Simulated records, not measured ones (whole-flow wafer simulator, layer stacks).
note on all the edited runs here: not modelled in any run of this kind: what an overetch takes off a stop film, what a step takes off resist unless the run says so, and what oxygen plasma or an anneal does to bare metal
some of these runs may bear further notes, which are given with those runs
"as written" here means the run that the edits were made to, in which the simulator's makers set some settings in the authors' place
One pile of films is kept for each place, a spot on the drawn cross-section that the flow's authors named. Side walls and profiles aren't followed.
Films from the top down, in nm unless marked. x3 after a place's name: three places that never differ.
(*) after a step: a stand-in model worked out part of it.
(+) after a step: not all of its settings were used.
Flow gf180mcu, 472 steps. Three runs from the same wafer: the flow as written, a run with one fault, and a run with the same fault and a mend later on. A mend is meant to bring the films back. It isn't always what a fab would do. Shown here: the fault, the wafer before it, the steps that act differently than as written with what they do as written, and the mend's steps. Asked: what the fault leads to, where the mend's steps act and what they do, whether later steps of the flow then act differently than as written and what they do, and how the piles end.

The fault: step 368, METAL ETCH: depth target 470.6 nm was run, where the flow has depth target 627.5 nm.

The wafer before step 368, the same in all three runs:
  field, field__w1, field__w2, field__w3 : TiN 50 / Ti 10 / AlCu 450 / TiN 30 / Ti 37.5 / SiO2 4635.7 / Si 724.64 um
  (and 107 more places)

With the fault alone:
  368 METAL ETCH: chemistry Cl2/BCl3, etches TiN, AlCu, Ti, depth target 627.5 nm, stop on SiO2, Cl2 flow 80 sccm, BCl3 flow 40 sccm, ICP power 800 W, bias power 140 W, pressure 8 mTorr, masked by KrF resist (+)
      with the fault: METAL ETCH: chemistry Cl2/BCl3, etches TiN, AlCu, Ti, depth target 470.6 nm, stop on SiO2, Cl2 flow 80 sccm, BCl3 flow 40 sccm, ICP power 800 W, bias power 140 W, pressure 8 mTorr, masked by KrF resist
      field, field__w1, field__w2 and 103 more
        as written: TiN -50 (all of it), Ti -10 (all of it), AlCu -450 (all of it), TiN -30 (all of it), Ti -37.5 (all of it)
        with the fault: TiN -50 (all of it), Ti -10 (all of it), AlCu -410.6
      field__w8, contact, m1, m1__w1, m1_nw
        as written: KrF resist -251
        with the fault: KrF resist -188.2
  Later steps of the flow that act differently than as written:
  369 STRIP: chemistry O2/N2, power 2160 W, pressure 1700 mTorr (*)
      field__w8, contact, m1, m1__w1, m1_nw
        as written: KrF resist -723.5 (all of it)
        with the fault: KrF resist -786.3 (all of it)
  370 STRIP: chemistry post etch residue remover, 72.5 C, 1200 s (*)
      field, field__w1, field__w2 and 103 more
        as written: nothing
        with the fault: AlCu -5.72
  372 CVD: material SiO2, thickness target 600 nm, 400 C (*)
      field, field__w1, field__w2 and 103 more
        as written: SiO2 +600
        with the fault: SiO2 +600 (new film)
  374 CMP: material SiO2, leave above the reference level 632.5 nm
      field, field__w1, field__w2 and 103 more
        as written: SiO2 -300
        with the fault: SiO2 -401.2
  At the end the piles differ from the flow's by more than 2% or 0.5 nm, whichever is larger, at field, field__w1, field__w2 and 104 more.
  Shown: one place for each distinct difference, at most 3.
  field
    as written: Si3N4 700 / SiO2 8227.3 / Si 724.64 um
    with the fault: Si3N4 700 / SiO2 3490.4 / AlCu 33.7 / TiN 30 / Ti 37.5 / SiO2 4635.7 / Si 724.64 um
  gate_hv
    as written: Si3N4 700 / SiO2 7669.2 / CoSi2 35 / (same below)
    with the fault: Si3N4 700 / SiO2 3490.4 / AlCu 33.7 / TiN 30 / Ti 37.5 / SiO2 4077.6 / CoSi2 35 / (same below)
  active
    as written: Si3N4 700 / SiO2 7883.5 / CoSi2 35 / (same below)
    with the fault: Si3N4 700 / SiO2 3490.4 / AlCu 33.7 / TiN 30 / Ti 37.5 / SiO2 4291.9 / CoSi2 35 / (same below)

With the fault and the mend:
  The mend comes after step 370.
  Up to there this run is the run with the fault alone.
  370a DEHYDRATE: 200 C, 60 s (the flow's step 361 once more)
      changes no film at any place that is followed
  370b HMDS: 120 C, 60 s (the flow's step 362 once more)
      changes no film at any place that is followed
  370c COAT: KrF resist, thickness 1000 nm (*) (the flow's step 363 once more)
      iso_ptap_pw, iso_ntap_nw, iso_nw_fld and 33 more
        KrF resist +1000 (new film)
      field__w1, field_sub, field_sub__w1 and 10 more
        KrF resist +1002.7 (new film)
      field__w13, p_well, sti and 7 more
        KrF resist +1003.1 (new film)
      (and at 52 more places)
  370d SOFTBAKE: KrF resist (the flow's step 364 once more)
      changes no film at any place that is followed
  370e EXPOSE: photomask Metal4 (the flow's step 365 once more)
      changes no film at any place that is followed
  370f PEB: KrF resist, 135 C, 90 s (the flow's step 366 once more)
      field__w1, field__w2, field__w3 and 56 more
        KrF resist -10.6
      iso_ptap_pw, iso_ntap_nw, iso_nw_fld and 33 more
        KrF resist -10.5
      gate_hv, sd_p, nw_sep_fld, polyc_n, polyc_n_rim
        KrF resist -10.7
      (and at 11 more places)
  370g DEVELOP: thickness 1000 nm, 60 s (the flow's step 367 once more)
      iso_ptap_pw, iso_ntap_nw, iso_nw_fld and 33 more
        KrF resist -989.5 (all of it)
      field_sub, field_sub__w1, field_sub__w2 and 13 more
        KrF resist -992.2 (all of it)
      p_well, sti, spacer and 7 more
        KrF resist -992.5 (all of it)
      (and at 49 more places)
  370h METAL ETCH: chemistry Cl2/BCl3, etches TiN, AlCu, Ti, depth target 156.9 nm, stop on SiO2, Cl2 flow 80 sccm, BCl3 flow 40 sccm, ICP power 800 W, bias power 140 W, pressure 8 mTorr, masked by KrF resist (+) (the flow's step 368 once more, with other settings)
      field, field__w1, field__w2 and 103 more
        AlCu -33.7 (all of it), TiN -30 (all of it), Ti -37.5 (all of it)
      field__w8, contact, m1, m1__w1, m1_nw
        KrF resist -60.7
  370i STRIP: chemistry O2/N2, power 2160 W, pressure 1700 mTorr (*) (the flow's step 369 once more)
      field__w8
        KrF resist -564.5 (all of it)
      contact
        KrF resist -562.4 (all of it)
      m1
        KrF resist -565.3 (all of it)
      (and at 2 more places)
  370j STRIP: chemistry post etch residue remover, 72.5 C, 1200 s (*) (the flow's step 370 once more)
      field__w8, contact, m1, m1__w1, m1_nw
        TiN -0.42
  No later step of the flow acts differently than as written, at any place that is followed, by more than 2% or 0.5 nm, whichever is larger.
  At the end the piles differ from the flow's only slightly at the places that both follow, by at most 2% or 0.5 nm, whichever is larger.
